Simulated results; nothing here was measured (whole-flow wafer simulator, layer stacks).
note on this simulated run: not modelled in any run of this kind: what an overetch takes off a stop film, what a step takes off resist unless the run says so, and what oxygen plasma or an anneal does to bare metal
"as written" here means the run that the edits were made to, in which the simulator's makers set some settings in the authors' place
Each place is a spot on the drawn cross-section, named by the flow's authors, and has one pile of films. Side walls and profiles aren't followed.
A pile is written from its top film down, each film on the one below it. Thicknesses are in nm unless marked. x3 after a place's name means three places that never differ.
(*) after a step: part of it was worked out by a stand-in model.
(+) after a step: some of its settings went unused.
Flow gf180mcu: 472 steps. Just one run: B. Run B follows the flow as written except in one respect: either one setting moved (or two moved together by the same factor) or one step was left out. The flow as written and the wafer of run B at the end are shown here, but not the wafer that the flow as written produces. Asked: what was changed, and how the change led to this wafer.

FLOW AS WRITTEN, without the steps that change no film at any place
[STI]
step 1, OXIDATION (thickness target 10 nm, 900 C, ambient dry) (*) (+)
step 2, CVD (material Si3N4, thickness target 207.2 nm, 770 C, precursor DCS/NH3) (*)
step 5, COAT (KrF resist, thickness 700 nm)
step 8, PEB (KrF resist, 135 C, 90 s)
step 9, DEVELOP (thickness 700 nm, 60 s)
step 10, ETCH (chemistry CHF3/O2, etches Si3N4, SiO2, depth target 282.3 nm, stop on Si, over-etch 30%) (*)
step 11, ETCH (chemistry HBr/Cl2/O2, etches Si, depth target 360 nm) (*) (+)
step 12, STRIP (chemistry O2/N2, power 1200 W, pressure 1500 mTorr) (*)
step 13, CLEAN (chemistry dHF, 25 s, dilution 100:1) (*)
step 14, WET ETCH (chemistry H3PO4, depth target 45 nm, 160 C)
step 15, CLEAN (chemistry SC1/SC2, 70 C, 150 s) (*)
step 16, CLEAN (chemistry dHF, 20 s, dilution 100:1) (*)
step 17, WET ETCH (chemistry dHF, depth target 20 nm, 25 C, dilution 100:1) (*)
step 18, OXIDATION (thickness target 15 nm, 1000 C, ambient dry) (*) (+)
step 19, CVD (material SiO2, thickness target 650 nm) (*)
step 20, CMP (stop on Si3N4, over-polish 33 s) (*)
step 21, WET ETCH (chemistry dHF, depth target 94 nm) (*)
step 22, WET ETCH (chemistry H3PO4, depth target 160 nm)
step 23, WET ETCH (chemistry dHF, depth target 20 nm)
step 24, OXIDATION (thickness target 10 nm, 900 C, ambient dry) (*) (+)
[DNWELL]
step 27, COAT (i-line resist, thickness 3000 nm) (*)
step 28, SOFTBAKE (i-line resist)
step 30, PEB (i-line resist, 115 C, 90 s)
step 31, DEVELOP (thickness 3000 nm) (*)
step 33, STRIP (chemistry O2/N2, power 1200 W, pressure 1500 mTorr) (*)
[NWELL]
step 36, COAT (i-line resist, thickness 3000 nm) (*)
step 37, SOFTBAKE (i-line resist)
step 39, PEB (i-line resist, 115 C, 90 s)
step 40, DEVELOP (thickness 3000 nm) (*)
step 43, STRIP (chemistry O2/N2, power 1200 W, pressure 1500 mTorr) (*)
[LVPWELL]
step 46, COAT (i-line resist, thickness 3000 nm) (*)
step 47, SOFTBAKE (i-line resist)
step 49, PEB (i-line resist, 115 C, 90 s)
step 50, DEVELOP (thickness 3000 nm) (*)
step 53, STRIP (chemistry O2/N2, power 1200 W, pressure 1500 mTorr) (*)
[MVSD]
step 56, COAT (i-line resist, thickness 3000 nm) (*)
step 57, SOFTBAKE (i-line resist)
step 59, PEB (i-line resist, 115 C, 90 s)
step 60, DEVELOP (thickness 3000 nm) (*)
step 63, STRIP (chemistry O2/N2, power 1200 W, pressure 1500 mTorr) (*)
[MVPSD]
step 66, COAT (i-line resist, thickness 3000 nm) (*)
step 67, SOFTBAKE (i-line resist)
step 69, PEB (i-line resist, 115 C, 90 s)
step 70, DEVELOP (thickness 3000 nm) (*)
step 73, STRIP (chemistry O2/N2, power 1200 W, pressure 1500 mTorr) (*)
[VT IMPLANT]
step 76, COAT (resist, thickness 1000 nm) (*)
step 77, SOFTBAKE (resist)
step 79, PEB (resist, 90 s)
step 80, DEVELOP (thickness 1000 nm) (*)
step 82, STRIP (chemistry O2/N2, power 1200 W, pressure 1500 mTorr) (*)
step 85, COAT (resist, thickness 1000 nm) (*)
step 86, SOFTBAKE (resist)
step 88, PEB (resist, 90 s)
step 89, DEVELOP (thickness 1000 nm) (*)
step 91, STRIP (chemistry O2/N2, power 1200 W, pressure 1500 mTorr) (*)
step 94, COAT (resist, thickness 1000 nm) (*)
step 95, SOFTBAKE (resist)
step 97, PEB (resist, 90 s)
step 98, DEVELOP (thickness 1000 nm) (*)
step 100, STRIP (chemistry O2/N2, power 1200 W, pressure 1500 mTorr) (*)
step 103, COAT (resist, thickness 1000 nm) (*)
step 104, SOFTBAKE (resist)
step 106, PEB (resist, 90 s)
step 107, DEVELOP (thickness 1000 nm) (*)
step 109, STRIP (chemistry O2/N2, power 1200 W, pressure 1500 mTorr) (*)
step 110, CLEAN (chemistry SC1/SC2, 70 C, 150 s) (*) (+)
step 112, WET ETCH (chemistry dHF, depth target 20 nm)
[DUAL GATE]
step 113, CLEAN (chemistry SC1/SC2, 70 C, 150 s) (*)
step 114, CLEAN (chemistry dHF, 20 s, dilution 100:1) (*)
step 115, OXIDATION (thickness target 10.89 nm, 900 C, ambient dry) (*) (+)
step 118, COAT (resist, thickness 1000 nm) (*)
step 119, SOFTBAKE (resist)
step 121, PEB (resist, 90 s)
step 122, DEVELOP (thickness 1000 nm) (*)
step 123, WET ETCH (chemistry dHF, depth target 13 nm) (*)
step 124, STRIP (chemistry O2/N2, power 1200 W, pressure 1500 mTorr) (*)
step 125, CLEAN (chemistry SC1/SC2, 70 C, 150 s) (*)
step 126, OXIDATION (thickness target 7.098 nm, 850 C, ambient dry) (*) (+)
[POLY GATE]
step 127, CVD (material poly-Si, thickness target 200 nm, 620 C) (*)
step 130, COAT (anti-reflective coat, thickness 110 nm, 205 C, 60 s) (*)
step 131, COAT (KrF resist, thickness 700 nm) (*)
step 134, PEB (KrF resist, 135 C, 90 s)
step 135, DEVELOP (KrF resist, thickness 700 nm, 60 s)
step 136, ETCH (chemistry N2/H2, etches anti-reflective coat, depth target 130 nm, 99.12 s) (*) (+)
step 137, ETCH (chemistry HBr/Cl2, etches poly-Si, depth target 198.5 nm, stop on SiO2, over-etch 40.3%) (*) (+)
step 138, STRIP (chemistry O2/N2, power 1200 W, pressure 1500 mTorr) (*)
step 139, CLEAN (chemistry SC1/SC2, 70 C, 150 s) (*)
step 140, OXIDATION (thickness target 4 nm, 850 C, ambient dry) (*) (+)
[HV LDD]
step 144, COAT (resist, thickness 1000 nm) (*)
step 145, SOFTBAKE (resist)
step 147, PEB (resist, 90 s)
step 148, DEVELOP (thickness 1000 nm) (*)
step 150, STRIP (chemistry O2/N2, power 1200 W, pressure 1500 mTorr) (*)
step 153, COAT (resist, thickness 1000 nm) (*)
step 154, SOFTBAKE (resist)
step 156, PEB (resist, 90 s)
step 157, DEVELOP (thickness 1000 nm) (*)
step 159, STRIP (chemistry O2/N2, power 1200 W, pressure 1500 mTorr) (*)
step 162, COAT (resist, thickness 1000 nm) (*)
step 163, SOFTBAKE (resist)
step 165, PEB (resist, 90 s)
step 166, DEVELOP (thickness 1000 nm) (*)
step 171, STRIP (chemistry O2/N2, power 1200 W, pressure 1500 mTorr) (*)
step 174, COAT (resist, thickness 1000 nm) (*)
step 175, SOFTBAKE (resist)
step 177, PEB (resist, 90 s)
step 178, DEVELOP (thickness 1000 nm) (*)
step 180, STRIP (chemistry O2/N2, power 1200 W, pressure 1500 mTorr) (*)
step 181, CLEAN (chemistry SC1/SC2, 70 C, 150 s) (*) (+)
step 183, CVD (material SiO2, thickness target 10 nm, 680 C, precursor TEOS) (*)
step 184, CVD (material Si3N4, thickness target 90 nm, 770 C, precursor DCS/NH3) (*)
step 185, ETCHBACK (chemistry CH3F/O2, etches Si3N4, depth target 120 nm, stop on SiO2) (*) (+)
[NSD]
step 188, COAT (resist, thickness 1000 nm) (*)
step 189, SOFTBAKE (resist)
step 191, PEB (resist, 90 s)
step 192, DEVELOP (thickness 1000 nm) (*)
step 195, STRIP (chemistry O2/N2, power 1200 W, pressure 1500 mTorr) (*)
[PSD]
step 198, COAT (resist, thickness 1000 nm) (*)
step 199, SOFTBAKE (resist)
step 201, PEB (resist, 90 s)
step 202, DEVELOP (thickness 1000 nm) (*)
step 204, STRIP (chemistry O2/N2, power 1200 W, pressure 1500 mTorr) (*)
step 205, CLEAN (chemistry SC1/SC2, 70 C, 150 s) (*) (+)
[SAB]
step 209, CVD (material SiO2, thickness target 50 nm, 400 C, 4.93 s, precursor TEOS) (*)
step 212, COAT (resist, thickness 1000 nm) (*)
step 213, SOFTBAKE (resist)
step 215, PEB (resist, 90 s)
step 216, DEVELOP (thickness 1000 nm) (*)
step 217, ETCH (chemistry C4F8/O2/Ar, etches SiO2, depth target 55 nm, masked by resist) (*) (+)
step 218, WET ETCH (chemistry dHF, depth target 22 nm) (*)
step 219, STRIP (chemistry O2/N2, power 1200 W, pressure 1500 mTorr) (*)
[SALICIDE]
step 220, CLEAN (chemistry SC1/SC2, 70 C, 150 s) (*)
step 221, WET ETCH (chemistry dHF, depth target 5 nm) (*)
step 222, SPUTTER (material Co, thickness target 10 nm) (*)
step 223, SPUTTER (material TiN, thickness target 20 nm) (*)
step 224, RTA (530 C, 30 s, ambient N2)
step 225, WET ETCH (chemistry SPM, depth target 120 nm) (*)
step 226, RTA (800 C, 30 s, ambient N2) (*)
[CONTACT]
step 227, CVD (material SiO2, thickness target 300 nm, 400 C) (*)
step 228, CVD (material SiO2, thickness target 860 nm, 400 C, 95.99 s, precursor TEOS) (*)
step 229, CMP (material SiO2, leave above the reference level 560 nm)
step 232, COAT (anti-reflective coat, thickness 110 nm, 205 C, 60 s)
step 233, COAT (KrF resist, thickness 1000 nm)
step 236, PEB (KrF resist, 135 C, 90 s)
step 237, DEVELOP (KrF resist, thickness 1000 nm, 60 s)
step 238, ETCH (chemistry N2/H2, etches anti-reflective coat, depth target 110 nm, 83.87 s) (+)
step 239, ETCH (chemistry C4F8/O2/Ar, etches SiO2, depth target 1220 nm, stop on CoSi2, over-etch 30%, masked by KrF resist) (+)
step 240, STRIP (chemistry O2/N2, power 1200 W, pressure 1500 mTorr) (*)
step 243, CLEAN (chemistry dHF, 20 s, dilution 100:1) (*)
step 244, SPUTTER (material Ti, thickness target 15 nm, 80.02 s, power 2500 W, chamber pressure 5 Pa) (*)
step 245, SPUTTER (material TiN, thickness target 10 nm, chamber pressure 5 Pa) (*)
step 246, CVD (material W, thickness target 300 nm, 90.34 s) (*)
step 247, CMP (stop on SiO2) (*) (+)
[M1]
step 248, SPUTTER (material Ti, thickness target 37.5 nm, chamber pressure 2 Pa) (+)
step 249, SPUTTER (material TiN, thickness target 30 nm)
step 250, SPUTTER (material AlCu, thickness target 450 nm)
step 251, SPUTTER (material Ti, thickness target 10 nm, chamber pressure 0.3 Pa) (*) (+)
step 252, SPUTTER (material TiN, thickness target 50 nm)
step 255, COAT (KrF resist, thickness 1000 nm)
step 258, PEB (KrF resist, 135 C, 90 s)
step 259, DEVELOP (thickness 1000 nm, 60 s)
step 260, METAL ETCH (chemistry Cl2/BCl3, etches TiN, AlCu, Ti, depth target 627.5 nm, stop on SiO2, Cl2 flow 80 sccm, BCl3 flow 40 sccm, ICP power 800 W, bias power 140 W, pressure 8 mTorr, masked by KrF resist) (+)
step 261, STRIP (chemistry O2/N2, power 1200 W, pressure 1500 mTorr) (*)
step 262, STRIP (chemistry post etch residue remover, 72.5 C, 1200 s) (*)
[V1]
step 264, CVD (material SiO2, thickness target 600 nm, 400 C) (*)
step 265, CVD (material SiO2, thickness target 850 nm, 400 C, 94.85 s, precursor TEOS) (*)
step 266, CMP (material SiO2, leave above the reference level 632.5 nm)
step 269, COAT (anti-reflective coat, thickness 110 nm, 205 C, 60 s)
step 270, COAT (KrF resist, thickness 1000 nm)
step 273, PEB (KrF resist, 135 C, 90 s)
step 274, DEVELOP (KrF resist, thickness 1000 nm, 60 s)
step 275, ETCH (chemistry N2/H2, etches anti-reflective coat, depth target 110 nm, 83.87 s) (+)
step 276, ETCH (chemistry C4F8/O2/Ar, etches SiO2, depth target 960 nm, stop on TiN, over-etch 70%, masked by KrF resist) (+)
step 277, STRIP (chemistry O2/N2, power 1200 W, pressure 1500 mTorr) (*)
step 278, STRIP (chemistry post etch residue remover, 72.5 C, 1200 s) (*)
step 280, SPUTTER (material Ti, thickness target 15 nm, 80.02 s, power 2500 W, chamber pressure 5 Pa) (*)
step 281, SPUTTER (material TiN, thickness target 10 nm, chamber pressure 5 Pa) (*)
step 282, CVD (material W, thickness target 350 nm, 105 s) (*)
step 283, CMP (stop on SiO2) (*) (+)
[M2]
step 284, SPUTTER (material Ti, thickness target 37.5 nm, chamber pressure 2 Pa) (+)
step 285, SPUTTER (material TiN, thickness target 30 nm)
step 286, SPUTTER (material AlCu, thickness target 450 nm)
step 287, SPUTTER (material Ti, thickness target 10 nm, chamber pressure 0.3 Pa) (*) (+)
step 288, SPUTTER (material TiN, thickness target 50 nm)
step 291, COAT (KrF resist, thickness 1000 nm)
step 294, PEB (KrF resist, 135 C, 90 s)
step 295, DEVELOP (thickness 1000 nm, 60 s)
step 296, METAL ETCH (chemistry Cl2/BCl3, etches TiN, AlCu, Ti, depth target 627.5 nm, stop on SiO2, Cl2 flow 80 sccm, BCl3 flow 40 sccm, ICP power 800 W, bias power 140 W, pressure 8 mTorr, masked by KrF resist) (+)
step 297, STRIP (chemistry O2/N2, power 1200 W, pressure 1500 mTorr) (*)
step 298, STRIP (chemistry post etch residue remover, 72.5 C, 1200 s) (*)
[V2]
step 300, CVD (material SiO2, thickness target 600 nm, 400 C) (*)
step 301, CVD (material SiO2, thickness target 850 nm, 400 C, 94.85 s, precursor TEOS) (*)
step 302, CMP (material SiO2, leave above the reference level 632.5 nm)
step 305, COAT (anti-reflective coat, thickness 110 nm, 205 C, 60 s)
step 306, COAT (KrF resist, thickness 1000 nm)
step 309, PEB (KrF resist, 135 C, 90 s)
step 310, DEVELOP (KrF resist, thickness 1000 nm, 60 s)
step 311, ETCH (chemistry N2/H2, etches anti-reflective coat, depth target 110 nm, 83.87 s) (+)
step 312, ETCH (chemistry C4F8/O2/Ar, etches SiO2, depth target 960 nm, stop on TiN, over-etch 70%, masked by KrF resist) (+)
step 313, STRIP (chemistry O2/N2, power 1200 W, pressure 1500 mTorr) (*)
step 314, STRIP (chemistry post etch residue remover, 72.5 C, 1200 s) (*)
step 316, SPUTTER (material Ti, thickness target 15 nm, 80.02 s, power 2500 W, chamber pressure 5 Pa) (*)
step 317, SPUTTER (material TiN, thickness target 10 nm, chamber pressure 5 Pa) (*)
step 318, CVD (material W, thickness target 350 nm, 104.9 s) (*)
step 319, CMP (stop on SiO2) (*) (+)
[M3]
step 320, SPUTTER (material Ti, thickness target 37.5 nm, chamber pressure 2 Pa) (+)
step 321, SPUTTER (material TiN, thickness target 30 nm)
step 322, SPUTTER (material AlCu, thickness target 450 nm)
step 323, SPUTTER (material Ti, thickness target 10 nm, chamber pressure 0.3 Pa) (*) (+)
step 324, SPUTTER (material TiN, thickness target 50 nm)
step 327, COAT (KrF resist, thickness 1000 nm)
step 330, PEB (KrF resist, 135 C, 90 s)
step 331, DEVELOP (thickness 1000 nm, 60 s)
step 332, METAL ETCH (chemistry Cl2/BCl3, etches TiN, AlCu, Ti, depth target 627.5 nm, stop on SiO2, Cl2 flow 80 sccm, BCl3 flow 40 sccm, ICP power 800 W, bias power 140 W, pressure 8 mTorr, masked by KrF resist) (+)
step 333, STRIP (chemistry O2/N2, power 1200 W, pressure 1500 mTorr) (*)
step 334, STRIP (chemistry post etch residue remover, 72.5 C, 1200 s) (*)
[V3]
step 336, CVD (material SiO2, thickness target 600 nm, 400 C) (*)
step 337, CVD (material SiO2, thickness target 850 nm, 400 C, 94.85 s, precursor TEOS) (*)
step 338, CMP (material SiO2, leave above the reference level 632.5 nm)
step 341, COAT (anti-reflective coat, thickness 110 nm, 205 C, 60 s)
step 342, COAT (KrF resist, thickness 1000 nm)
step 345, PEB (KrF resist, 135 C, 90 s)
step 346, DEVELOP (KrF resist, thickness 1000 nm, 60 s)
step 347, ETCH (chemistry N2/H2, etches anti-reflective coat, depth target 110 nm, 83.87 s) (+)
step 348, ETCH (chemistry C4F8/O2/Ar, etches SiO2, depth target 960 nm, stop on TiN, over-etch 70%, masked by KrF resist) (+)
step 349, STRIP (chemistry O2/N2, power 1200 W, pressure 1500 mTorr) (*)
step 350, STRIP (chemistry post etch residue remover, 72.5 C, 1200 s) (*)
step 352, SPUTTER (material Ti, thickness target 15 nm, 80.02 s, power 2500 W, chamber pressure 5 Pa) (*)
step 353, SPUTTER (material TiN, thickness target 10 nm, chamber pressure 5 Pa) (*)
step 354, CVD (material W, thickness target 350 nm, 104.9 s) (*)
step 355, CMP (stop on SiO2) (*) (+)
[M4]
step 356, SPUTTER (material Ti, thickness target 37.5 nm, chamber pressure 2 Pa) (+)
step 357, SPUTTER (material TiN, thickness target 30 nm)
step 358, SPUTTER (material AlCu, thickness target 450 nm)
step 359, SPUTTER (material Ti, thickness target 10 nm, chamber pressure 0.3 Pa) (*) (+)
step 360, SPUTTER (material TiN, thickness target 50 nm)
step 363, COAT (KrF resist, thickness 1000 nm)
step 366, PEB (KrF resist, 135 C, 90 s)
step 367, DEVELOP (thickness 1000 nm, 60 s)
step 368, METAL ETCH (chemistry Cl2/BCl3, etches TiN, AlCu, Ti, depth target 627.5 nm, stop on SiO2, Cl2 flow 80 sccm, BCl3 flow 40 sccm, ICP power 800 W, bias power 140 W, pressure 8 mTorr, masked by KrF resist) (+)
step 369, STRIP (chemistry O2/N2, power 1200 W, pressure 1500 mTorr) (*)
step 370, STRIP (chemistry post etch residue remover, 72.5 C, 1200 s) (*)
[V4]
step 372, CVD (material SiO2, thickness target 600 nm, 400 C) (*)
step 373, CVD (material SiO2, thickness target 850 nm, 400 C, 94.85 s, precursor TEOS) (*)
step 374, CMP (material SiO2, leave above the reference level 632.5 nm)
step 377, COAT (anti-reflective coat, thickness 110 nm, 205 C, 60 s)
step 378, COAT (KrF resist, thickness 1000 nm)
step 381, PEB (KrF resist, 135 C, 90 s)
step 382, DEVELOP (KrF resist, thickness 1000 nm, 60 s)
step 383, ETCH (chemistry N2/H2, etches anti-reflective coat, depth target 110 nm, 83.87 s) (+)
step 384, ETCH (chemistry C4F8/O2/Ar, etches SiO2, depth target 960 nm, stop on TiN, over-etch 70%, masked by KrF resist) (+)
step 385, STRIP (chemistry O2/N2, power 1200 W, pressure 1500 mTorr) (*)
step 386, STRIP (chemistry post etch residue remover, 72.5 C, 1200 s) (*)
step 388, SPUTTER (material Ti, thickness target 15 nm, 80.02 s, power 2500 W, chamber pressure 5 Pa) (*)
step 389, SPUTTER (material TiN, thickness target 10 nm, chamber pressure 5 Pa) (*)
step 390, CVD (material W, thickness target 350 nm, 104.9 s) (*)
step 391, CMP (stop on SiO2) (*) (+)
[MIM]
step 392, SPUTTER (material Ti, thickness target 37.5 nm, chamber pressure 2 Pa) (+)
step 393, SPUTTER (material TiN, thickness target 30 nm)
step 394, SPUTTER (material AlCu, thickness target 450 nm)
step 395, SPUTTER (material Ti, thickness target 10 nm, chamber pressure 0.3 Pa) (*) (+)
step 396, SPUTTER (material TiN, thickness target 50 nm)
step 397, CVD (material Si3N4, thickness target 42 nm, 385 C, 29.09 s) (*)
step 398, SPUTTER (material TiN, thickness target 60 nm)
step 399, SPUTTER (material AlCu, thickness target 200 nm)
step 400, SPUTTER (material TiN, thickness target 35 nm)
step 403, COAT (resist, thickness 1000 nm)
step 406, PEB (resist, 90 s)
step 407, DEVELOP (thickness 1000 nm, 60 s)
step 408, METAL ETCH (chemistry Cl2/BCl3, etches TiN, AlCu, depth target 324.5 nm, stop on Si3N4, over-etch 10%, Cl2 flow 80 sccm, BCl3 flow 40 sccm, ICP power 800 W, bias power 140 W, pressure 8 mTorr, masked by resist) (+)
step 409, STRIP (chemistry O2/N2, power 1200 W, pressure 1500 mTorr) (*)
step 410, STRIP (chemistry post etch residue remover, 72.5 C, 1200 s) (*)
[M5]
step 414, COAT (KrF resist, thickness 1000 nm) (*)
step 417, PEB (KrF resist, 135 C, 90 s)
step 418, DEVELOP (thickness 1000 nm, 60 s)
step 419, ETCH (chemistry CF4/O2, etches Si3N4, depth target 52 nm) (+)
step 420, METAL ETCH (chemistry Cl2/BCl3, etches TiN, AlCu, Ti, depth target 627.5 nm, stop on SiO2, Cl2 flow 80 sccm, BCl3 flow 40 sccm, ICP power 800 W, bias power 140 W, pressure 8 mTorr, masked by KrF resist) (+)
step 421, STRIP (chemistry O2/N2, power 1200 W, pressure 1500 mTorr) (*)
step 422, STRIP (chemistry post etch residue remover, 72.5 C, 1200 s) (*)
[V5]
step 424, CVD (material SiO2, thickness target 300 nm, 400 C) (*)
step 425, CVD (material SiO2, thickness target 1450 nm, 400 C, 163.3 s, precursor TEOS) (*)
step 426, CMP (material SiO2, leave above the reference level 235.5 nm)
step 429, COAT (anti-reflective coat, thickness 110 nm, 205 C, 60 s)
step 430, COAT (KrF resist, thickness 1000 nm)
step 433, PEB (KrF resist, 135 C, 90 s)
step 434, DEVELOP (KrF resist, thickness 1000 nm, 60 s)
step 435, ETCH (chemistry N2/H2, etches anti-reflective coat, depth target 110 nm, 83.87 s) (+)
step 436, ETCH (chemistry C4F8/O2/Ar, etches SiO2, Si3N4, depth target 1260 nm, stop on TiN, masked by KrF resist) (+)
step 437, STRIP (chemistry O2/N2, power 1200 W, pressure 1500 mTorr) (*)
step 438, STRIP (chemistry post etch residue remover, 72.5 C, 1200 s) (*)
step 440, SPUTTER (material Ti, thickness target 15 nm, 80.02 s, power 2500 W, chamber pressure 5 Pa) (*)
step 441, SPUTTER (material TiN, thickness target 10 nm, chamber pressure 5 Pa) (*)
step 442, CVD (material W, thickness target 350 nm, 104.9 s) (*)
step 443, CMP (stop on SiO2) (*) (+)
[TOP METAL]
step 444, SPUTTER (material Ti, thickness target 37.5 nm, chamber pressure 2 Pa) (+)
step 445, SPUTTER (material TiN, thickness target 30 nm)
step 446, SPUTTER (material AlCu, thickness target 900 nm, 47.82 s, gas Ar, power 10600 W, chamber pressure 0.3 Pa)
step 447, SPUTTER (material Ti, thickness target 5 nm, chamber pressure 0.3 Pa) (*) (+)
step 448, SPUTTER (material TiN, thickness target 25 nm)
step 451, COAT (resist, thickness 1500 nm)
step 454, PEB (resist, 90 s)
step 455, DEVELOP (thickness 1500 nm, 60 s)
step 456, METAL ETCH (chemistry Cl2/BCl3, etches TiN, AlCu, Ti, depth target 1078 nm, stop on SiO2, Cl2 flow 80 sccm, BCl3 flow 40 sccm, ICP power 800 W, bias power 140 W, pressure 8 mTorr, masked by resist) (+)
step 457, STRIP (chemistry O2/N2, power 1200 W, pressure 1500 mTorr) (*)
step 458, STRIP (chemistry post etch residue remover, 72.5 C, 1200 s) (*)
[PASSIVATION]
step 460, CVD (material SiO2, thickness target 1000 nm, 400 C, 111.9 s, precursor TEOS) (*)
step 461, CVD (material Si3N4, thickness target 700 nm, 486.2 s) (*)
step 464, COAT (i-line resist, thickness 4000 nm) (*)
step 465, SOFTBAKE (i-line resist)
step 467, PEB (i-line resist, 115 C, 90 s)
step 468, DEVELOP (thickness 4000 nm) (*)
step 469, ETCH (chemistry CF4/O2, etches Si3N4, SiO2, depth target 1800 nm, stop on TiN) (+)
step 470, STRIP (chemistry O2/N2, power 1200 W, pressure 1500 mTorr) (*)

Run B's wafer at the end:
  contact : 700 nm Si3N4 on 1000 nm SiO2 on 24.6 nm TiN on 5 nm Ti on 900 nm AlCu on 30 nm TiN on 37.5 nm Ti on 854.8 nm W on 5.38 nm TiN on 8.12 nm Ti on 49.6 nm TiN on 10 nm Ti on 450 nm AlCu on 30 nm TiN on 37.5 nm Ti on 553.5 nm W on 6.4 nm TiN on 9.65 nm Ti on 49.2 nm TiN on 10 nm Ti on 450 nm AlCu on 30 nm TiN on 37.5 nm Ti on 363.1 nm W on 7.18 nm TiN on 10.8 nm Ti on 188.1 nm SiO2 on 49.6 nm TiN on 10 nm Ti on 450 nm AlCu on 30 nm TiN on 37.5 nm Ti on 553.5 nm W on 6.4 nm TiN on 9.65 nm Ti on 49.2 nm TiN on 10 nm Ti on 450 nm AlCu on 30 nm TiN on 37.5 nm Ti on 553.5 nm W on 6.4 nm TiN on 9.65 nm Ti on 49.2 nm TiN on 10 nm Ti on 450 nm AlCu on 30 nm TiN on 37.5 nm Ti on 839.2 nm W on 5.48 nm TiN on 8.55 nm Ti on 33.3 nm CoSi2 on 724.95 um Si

The reason: step 348, ETCH: depth target 384 nm was run, though the flow has depth target 960 nm.

How this came from the change, step by step:
  step 348, ETCH (chemistry C4F8/O2/Ar, etches SiO2, depth target 960 nm, stop on TiN, over-etch 70%, masked by KrF resist) (+)
      contact: SiO2 loses 384 (as written it would have been: SiO2 loses 572.1 (all of it))
      field, field__w1, field__w2 and 107 more: KrF resist loses 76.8 (as written it would have been: KrF resist loses 192)
  step 349, STRIP (chemistry O2/N2, power 1200 W, pressure 1500 mTorr) (*)
      field, field__w1, field__w2 and 107 more: KrF resist loses 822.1 (all of it), anti-reflective coat loses 110 (all of it) (as written it would have been: KrF resist loses 706.9 (all of it), anti-reflective coat loses 110 (all of it))
  step 352, SPUTTER (material Ti, thickness target 15 nm, 80.02 s, power 2500 W, chamber pressure 5 Pa) (*)
      contact: Ti gains 10.8 (new film) (as written it would have been: Ti gains 9.65 (new film))
  step 353, SPUTTER (material TiN, thickness target 10 nm, chamber pressure 5 Pa) (*)
      contact: TiN gains 7.18 (new film) (as written it would have been: TiN gains 6.4 (new film))
  step 354, CVD (material W, thickness target 350 nm, 104.9 s) (*)
      contact: W gains 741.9 (new film) (as written it would have been: W gains 932.3 (new film))
If metal films that touch count as one body, contact has 2 bodies (between them, from the top down: SiO2 188.1); the flow as written gives 1 body.
